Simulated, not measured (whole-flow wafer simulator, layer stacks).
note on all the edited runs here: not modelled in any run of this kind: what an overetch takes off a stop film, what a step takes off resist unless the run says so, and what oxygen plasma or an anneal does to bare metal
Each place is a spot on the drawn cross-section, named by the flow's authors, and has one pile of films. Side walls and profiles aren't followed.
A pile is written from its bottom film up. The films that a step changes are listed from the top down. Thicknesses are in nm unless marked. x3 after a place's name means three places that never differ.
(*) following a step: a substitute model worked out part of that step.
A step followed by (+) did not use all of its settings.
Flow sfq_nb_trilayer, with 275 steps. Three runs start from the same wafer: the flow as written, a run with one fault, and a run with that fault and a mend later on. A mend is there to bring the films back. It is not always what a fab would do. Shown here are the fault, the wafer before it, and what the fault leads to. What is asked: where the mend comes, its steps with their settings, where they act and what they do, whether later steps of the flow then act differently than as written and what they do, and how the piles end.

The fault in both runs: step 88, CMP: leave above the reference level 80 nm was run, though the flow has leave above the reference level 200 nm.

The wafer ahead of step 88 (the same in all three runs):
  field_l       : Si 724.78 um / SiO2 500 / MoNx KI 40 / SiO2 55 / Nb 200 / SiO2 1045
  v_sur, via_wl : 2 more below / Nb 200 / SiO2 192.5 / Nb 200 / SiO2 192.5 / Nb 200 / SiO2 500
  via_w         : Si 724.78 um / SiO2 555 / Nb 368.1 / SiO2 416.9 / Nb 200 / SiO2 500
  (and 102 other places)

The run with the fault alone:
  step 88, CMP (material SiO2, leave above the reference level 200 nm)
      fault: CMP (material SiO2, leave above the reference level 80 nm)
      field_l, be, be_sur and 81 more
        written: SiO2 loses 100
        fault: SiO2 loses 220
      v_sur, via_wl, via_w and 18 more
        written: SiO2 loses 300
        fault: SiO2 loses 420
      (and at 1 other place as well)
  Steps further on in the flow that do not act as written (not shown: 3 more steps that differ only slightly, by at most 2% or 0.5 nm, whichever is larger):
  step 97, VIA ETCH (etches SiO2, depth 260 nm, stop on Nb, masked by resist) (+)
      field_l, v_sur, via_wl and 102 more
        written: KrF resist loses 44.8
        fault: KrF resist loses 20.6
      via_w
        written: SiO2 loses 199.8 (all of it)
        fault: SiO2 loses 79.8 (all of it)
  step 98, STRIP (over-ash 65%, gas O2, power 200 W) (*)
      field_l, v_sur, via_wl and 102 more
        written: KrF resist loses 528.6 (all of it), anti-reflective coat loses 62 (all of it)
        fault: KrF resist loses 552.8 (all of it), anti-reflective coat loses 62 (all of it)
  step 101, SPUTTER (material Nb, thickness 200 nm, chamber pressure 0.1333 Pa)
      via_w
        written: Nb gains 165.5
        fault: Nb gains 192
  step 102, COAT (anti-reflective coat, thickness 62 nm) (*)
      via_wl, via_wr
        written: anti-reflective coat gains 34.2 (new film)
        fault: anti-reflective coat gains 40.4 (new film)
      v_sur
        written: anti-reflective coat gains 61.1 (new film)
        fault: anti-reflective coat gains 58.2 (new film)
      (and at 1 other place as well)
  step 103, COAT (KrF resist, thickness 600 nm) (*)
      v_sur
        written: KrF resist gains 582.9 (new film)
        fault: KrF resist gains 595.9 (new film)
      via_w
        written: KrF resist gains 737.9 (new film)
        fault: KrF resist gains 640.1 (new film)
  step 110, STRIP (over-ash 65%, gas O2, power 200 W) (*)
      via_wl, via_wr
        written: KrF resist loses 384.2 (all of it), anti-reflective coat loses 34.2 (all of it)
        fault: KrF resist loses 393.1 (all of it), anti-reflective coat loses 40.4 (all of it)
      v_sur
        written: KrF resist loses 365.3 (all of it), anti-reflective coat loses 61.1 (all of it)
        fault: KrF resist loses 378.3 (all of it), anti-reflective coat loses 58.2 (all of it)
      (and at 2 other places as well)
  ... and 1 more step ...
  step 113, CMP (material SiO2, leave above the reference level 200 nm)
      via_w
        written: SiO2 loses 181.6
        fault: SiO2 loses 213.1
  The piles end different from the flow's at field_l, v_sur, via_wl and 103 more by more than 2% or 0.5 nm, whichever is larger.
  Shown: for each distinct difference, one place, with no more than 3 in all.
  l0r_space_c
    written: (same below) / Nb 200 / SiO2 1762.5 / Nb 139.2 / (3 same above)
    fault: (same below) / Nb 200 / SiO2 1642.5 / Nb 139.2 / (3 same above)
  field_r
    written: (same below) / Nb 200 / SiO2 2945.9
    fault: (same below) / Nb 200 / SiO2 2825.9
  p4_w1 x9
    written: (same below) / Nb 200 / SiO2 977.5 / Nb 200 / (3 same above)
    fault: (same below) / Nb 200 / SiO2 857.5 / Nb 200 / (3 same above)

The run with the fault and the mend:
  After step 89 comes the mend.
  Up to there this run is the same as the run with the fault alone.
  step 89a, PECVD (material SiO2, thickness 120 nm, 150 C, 26.67 s, RF power 183.3 W, pressure 2.4 Torr, precursor SiH4/N2O) (the flow's step 87, run once more with other settings)
      field_l, v_sur, via_wl and 103 more
        SiO2 gains 120
  Later steps of the flow that are run all act as written at every place that is followed.
  The piles end the same as the flow's at every place that both follow.
